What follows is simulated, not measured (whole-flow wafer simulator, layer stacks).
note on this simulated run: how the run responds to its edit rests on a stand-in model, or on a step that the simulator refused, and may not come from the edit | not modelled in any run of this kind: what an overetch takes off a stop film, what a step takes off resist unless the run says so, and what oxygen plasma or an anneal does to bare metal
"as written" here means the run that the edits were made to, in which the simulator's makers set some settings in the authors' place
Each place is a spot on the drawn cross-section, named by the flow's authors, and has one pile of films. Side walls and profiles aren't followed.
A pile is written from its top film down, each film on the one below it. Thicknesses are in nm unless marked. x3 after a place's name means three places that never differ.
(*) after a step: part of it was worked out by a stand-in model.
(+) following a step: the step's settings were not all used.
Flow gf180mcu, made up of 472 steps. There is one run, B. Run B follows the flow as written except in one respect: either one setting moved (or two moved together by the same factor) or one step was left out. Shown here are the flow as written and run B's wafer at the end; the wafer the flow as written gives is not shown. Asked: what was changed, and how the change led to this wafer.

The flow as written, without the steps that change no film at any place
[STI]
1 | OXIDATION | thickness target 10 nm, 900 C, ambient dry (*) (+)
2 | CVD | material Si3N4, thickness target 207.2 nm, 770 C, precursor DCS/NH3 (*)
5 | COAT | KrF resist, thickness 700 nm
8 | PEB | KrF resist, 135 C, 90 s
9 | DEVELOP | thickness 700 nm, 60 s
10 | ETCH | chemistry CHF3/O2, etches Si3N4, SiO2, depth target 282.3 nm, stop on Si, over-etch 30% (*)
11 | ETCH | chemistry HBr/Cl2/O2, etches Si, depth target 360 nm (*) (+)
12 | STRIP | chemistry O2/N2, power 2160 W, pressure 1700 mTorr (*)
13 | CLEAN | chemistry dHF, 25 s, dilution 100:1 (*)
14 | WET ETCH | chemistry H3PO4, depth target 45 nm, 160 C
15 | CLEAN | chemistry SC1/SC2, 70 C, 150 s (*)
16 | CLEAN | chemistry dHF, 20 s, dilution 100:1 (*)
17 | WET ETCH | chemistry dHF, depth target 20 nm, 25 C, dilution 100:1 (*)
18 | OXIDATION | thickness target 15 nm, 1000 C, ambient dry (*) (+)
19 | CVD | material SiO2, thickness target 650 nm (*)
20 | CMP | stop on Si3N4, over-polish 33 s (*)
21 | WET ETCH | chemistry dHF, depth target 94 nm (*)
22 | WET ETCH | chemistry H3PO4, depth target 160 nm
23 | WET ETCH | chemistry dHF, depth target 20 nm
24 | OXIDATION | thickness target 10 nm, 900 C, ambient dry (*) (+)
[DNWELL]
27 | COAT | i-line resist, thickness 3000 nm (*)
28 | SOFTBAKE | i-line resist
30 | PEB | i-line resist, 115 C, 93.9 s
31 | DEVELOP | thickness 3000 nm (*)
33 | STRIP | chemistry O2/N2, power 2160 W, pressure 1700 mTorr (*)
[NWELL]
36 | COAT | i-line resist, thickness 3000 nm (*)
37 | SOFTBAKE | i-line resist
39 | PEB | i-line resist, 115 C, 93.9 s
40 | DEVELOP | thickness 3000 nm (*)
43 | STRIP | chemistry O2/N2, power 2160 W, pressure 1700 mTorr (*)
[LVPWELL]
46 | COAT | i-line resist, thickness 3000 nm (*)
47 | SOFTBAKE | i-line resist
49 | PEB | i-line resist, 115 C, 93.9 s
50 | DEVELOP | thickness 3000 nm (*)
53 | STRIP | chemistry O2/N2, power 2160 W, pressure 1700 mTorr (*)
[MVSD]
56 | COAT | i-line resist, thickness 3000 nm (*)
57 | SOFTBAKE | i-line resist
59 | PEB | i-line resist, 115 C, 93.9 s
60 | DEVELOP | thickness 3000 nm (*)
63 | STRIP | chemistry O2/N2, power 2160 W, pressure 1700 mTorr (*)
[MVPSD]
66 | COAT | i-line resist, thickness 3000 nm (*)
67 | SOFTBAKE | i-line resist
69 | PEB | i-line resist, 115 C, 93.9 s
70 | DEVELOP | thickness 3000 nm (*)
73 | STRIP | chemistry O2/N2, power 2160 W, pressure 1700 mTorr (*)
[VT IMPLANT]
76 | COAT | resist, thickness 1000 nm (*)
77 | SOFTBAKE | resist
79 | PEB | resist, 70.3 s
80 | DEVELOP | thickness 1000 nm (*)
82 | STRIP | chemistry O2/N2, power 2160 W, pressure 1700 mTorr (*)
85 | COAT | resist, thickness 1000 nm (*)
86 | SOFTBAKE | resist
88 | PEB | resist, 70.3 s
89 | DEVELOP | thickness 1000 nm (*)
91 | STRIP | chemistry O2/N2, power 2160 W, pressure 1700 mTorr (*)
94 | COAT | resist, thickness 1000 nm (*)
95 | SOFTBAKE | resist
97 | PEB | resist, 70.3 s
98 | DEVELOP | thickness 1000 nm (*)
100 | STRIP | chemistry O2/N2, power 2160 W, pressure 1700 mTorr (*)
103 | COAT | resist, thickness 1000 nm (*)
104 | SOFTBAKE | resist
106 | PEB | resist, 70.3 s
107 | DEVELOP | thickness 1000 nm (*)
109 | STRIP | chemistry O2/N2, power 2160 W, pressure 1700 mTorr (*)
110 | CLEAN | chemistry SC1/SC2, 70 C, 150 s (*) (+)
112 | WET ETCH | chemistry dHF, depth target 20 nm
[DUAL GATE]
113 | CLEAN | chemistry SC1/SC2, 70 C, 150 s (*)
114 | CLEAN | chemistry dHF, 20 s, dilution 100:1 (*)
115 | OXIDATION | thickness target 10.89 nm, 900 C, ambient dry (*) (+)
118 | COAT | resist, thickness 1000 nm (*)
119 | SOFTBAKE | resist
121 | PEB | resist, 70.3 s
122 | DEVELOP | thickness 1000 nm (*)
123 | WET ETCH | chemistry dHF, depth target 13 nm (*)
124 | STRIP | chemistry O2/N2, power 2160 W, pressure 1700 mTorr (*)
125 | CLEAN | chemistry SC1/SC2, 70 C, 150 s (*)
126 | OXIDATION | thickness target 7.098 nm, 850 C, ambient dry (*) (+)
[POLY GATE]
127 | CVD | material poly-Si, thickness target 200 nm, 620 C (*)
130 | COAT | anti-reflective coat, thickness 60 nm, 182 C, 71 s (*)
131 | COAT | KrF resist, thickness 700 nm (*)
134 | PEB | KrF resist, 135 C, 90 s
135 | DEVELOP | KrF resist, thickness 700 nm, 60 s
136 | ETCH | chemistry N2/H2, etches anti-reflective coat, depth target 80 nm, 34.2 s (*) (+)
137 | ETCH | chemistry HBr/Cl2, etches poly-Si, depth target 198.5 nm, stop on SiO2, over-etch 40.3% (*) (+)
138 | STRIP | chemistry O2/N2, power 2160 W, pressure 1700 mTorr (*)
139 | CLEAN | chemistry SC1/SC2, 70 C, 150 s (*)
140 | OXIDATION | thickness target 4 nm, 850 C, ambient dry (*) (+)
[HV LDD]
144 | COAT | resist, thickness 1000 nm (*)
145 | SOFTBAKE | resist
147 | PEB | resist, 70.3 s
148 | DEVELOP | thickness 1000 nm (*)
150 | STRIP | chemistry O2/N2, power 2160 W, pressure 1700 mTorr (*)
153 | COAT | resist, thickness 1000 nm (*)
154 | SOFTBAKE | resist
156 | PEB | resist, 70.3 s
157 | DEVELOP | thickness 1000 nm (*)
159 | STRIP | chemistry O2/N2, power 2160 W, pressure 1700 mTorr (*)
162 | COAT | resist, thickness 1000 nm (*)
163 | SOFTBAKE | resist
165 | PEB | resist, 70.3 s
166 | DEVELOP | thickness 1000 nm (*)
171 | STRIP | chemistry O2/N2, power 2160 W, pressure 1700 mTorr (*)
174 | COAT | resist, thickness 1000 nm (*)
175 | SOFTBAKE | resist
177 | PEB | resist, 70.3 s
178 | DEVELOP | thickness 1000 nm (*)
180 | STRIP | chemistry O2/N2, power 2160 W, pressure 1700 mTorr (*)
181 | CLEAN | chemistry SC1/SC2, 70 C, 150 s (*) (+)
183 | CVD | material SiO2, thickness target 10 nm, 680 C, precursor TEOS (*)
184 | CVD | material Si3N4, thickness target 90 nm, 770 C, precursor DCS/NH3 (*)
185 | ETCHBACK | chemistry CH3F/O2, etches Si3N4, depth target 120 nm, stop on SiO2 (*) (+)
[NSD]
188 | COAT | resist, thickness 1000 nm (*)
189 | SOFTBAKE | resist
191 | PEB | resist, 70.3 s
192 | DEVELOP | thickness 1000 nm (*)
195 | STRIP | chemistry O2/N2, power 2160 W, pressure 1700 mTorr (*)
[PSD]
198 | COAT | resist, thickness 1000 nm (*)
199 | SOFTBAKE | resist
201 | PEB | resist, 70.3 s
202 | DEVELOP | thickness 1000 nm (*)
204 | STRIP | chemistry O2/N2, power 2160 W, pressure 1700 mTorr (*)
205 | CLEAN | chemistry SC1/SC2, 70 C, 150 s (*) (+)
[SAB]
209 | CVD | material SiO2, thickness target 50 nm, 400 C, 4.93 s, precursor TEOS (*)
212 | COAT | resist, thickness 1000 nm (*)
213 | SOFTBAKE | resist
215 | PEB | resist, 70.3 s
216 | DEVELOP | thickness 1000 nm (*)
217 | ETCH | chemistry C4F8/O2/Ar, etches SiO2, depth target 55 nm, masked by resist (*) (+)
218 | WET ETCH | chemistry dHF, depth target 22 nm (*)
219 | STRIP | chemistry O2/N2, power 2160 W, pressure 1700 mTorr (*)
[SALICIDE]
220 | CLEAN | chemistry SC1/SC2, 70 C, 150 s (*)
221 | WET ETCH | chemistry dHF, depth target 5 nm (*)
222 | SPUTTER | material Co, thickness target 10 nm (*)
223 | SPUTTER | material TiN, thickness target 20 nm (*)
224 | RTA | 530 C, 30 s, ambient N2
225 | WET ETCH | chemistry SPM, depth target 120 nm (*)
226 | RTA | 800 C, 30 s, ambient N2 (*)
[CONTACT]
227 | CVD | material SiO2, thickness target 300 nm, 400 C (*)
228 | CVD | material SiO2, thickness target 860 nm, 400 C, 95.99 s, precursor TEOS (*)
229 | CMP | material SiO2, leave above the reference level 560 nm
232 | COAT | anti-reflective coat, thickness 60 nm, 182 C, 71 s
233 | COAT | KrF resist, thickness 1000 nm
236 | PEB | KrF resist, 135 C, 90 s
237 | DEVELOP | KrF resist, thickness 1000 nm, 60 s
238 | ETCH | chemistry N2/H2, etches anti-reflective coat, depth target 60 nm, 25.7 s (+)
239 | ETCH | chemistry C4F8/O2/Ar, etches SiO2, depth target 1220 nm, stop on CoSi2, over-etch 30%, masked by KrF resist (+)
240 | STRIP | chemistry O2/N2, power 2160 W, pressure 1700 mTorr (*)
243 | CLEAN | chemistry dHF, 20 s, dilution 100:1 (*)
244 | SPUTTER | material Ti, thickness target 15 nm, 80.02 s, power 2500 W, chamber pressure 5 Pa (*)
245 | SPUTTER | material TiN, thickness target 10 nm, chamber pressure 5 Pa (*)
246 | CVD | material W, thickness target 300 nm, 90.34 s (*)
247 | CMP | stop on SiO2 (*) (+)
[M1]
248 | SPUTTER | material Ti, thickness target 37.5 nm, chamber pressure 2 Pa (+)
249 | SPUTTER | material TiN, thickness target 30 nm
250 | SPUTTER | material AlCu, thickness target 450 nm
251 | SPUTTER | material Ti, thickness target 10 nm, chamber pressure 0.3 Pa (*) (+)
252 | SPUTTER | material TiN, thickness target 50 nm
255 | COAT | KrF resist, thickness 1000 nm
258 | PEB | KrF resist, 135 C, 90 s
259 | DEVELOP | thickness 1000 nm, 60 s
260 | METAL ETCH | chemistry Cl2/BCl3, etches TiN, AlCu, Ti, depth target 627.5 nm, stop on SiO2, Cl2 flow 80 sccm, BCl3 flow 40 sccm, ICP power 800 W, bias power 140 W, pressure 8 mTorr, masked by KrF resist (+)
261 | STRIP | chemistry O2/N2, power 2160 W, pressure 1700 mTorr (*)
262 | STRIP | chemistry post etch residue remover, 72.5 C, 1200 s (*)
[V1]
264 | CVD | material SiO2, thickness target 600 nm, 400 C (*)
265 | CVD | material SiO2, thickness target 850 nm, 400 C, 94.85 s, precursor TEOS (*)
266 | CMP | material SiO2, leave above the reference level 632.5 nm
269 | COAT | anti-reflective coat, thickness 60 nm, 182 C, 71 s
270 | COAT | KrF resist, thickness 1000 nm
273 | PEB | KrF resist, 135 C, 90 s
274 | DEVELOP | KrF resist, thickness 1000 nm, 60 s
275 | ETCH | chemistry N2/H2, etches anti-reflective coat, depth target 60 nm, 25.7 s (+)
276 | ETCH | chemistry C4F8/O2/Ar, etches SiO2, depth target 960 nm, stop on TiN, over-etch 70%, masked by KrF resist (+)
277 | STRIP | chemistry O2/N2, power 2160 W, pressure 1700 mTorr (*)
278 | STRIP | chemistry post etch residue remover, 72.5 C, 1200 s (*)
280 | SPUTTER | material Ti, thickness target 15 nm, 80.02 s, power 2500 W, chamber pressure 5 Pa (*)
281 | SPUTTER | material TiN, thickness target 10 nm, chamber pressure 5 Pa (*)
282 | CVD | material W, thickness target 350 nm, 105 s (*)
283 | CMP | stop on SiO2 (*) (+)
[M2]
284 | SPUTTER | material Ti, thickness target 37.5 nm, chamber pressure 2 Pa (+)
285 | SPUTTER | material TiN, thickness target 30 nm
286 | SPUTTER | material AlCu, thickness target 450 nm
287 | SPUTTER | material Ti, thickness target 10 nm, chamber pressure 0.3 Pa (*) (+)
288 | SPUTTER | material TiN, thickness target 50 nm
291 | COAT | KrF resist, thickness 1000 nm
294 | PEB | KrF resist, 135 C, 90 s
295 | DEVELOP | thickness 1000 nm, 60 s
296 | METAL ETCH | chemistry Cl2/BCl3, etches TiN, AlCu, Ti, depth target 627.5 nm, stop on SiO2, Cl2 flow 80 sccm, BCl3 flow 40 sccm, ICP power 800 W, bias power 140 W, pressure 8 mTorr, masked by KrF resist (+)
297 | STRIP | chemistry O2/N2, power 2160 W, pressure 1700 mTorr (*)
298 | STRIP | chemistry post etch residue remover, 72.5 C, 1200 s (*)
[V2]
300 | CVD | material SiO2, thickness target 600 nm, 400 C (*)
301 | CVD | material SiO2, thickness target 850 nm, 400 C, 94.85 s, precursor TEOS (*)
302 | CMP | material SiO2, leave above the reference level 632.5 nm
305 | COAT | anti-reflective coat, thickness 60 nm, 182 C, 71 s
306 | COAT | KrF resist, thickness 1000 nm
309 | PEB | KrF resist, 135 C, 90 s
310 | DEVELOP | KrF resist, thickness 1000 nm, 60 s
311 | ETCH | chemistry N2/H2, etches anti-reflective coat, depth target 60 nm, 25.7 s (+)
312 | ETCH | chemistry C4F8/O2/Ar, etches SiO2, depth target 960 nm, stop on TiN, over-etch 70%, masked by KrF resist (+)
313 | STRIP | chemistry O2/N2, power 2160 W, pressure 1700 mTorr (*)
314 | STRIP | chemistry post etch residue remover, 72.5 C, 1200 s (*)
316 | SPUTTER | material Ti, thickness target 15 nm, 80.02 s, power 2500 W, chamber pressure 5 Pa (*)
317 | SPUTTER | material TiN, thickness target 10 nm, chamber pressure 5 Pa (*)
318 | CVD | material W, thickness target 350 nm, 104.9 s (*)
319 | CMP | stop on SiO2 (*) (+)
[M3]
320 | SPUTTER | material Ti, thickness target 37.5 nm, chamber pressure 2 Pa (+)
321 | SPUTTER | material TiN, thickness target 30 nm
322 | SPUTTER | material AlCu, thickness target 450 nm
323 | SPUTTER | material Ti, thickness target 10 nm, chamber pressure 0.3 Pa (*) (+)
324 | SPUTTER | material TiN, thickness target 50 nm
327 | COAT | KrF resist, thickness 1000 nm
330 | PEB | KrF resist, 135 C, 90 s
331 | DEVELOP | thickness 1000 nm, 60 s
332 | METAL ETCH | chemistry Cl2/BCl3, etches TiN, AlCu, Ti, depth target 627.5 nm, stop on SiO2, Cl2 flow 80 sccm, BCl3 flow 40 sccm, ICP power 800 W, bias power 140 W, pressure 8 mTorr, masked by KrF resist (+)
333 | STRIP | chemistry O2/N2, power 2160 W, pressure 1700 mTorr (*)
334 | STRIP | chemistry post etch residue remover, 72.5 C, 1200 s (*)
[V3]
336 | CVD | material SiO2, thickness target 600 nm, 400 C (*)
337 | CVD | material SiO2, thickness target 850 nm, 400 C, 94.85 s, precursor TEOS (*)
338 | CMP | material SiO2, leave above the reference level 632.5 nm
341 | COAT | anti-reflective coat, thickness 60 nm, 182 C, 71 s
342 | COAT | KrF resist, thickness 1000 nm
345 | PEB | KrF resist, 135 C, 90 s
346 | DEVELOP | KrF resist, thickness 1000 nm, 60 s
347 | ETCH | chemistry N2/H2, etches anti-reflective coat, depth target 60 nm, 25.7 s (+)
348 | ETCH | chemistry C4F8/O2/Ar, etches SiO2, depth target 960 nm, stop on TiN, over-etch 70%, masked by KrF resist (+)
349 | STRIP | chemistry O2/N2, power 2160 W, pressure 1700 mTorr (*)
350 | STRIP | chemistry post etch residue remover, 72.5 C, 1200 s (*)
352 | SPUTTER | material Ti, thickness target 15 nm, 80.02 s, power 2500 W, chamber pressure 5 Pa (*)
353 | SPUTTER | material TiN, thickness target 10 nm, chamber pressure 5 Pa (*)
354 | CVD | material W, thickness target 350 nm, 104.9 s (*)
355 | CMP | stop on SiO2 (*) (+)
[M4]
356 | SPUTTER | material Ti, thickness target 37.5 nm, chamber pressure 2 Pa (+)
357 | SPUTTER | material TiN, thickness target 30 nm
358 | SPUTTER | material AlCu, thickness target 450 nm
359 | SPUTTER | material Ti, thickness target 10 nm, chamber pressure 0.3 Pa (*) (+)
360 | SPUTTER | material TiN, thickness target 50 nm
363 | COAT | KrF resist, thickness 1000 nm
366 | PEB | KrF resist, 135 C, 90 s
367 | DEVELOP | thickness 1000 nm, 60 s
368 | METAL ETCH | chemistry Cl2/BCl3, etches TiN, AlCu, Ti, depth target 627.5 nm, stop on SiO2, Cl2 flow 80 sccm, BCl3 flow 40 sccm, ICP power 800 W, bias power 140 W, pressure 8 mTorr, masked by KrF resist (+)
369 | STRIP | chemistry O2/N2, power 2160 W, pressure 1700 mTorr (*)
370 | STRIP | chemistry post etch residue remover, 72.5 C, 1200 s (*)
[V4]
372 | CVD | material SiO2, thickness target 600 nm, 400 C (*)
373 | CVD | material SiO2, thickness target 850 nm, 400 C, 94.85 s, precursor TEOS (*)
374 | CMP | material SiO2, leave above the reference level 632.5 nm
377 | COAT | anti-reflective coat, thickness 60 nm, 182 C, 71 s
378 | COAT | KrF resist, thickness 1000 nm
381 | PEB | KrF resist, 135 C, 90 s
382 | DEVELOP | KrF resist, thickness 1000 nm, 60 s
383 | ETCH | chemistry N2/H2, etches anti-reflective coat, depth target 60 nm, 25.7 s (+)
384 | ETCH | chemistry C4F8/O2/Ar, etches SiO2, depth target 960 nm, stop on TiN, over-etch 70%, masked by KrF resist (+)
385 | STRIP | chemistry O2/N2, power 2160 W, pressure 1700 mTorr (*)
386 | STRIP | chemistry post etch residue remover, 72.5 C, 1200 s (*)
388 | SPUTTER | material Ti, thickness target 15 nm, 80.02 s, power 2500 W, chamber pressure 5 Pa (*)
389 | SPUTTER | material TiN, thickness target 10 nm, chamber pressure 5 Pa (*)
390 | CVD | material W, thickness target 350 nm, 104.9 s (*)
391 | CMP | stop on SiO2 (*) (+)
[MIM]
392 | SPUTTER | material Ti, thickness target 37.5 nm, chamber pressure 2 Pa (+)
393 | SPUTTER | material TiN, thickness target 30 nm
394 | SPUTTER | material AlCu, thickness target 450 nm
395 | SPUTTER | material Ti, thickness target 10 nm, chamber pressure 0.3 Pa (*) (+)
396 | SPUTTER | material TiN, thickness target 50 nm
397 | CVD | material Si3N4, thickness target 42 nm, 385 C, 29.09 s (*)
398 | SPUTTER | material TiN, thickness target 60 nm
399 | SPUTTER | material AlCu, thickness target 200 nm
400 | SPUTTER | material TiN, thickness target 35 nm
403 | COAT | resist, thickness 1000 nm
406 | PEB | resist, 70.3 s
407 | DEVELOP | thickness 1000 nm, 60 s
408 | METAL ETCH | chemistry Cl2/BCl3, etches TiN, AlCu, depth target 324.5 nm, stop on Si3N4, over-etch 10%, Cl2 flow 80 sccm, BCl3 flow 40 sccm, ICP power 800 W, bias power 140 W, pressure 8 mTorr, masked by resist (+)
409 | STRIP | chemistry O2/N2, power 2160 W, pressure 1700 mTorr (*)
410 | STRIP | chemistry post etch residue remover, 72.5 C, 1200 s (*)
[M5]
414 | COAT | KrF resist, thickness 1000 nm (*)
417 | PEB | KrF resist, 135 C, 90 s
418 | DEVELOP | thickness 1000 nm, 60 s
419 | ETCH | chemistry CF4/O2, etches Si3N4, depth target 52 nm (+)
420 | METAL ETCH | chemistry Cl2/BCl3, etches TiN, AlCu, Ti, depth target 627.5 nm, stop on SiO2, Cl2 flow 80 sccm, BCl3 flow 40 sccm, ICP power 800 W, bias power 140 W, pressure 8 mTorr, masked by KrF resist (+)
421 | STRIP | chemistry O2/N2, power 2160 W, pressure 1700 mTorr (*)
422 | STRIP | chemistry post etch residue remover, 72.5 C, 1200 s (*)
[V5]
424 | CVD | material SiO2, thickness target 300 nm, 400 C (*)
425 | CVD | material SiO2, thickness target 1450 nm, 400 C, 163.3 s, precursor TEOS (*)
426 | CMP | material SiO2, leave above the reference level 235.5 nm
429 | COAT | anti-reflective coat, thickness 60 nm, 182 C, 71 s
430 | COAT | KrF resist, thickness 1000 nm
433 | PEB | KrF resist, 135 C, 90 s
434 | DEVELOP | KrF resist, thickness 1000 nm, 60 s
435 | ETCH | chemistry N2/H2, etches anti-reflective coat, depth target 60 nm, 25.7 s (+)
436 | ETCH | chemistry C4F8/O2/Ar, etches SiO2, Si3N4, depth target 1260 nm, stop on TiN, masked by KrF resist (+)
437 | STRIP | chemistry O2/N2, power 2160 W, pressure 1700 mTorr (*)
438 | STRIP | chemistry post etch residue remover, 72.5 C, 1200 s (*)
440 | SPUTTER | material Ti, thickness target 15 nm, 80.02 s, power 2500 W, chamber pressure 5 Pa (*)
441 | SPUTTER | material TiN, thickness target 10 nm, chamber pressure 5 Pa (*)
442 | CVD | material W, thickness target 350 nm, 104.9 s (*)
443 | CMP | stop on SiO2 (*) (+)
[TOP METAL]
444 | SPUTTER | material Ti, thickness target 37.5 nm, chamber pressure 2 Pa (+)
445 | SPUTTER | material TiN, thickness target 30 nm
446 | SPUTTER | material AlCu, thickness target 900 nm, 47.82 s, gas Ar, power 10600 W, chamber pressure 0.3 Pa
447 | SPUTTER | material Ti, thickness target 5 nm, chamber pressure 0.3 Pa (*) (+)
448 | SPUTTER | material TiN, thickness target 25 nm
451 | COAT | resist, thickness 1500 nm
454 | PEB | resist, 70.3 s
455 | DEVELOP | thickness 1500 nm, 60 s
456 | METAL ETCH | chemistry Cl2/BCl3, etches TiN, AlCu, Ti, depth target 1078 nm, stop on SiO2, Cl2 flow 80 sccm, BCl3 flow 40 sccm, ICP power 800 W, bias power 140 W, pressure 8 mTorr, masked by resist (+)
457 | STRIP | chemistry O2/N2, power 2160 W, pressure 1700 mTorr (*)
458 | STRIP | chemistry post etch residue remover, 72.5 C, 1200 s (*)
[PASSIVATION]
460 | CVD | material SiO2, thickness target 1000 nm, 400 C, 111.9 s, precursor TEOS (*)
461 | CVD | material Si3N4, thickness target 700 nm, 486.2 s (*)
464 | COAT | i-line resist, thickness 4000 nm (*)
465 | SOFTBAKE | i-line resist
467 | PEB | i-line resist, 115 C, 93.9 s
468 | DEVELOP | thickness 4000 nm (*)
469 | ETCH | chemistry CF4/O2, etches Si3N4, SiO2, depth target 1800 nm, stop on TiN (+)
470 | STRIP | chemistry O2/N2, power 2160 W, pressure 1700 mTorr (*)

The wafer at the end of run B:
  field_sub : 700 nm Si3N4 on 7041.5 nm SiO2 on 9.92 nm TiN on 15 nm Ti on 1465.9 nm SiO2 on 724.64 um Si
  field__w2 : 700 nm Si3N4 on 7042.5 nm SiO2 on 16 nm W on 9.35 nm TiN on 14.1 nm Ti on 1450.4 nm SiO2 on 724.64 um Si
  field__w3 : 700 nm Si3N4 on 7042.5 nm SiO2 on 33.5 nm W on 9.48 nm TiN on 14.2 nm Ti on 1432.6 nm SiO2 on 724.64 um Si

Cause: step 229, CMP: leave above the reference level 868 nm was run, while the flow as written has leave above the reference level 560 nm.

The path from the change to this, step by step:
  229 | CMP | material SiO2, leave above the reference level 560 nm
      active, p_well, sd_n, iso_ptap_pw, iso_ntap_nw, iso_ptap_sub, vpnp_e: nothing (in the flow as written it would be: SiO2 loses 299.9)
      sti, mim_1p0, pad, dice_street, iso_nw_fld, iso_fld_sub: nothing (in the flow as written it would be: SiO2 loses 296.8)
      (also at 98 further places)
  232 | COAT | anti-reflective coat, thickness 60 nm, 182 C, 71 s
      ldn_sep__w1, ldn_sep__w2, ldp_sep, ldp_sep__w1, ldp_sep__w2: anti-reflective coat gains 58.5 (new film) (in the flow as written it would be: anti-reflective coat gains 60 (new film))
      sti, mim_1p0, pad, dice_street: anti-reflective coat gains 50.8 (new film) (in the flow as written it would be: anti-reflective coat gains 60 (new film))
      (also at 79 further places)
  233 | COAT | KrF resist, thickness 1000 nm
      mim: KrF resist gains 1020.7 (new film) (in the flow as written it would be: KrF resist gains 1000 (new film))
  238 | ETCH | chemistry N2/H2, etches anti-reflective coat, depth target 60 nm, 25.7 s (+)
      contact: anti-reflective coat loses 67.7 (all of it), SiO2 loses 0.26 (in the flow as written it would be: anti-reflective coat loses 60 (all of it), SiO2 loses 0.46)
      polyc_n: anti-reflective coat loses 46.7 (all of it), SiO2 loses 0.8 (in the flow as written it would be: anti-reflective coat loses 60 (all of it), SiO2 loses 0.46)
      (also at 1 further place)
  239 | ETCH | chemistry C4F8/O2/Ar, etches SiO2, depth target 1220 nm, stop on CoSi2, over-etch 30%, masked by KrF resist (+)
      field, field__w1, field__w2 and 105 more: KrF resist loses 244 (in the flow as written it would be: KrF resist loses 223.5)
      polyc_n, polyc_p: SiO2 loses 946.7 (all of it) (in the flow as written it would be: SiO2 loses 639.1 (all of it))
      (also at 1 further place)
  240 | STRIP | chemistry O2/N2, power 2160 W, pressure 1700 mTorr (*)
      sti, mim_1p0, pad, dice_street: KrF resist loses 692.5 (all of it), anti-reflective coat loses 50.8 (all of it) (in the flow as written it would be: KrF resist loses 707.7 (all of it), anti-reflective coat loses 60 (all of it))
      ldn_fp, ldn_dft, ldn_out: KrF resist loses 686.7 (all of it), anti-reflective coat loses 59.6 (all of it) (in the flow as written it would be: KrF resist loses 707.7 (all of it), anti-reflective coat loses 60 (all of it))
      (also at 101 further places)
  244 | SPUTTER | material Ti, thickness target 15 nm, 80.02 s, power 2500 W, chamber pressure 5 Pa (*)
      field__w2: Ti gains 14.1 (new film) (in the flow as written it would be: Ti gains 15 (new film))
      field__w3: Ti gains 14.2 (new film) (in the flow as written it would be: Ti gains 15 (new film))
      (also at 2 further places)
  245 | SPUTTER | material TiN, thickness target 10 nm, chamber pressure 5 Pa (*)
      field__w2: TiN gains 9.35 (new film) (in the flow as written it would be: TiN gains 10 (new film))
      field__w3: TiN gains 9.48 (new film) (in the flow as written it would be: TiN gains 10 (new film))
      (also at 1 further place)
  246 | CVD | material W, thickness target 300 nm, 90.34 s (*)
      polyc_n, polyc_p: W gains 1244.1 (new film) (in the flow as written it would be: W gains 936.1 (new film))
      contact: W gains 1445.3 (new film) (in the flow as written it would be: W gains 1167.5 (new film))
  247 | CMP | stop on SiO2 (*) (+)
      active, p_well, sd_n, iso_ptap_pw, iso_ntap_nw, iso_ptap_sub, vpnp_e: W loses 300 (all of it), TiN loses 10 (all of it), Ti loses 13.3 (in the flow as written it would be: W loses 300 (all of it), TiN loses 10 (all of it), Ti loses 15 (all of it), SiO2 loses 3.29)
      sti, mim_1p0, pad, dice_street, iso_nw_fld, iso_fld_sub: W loses 300 (all of it), TiN loses 10 (all of it), Ti loses 10.1 (in the flow as written it would be: W loses 300 (all of it), TiN loses 10 (all of it), Ti loses 15 (all of it), SiO2 loses 3.29)
      (also at 96 further places)
  248 | SPUTTER | material Ti, thickness target 37.5 nm, chamber pressure 2 Pa (+)
      field, field__w7, field__w8 and 20 more: Ti gains 37.5 (in the flow as written it would be: Ti gains 37.5 (new film))
  260 | METAL ETCH | chemistry Cl2/BCl3, etches TiN, AlCu, Ti, depth target 627.5 nm, stop on SiO2, Cl2 flow 80 sccm, BCl3 flow 40 sccm, ICP power 800 W, bias power 140 W, pressure 8 mTorr, masked by KrF resist (+)
      field__w2, field__w3, field__w12, field_sub, field_sub__w2, mim, ld_sd_n, nw_enc_fld_lv: TiN loses 50 (all of it), Ti loses 10 (all of it), AlCu loses 450 (all of it), TiN loses 30 (all of it), Ti loses 37.5 (all of it), W loses 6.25 (in the flow as written it would be: TiN loses 50 (all of it), Ti loses 10 (all of it), AlCu loses 450 (all of it), TiN loses 30 (all of it), Ti loses 37.5 (all of it))
      field__w1: TiN loses 50 (all of it), Ti loses 10 (all of it), AlCu loses 450 (all of it), TiN loses 30 (all of it), Ti loses 37.5 (all of it), TiN loses 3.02 (all of it), Ti loses 15 (all of it) (in the flow as written it would be: TiN loses 50 (all of it), Ti loses 10 (all of it), AlCu loses 450 (all of it), TiN loses 30 (all of it), Ti loses 37.5 (all of it))
      (also at 32 further places)
  262 | STRIP | chemistry post etch residue remover, 72.5 C, 1200 s (*)
      field__w2, field__w3, field__w12, mim, ld_sd_n, nw_enc_fld_lv: W loses 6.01 (in the flow as written it would be: nothing)
      field_sub, field_sub__w2: W loses 4.9 (all of it), TiN loses 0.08 (in the flow as written it would be: nothing)
  264 | CVD | material SiO2, thickness target 600 nm, 400 C (*)
      field__w2, field__w3, field__w6 and 7 more: SiO2 gains 600 (new film) (in the flow as written it would be: SiO2 gains 600)
  266 | CMP | material SiO2, leave above the reference level 632.5 nm
      field__w2, field__w3, field__w12, mim, ld_sd_n, nw_enc_fld_lv: SiO2 loses 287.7 (in the flow as written it would be: SiO2 loses 300)
      field, field__w10: SiO2 loses 285.1 (in the flow as written it would be: SiO2 loses 300)
      (also at 20 further places)
If metal films that touch count as one body, field_sub has 1 body; the flow as written gives 0 bodies.
If metal films that touch count as one body, field__w2 has 1 body; the flow as written gives 0 bodies.
If metal films that touch count as one body, field__w3 has 1 body; the flow as written gives 0 bodies.
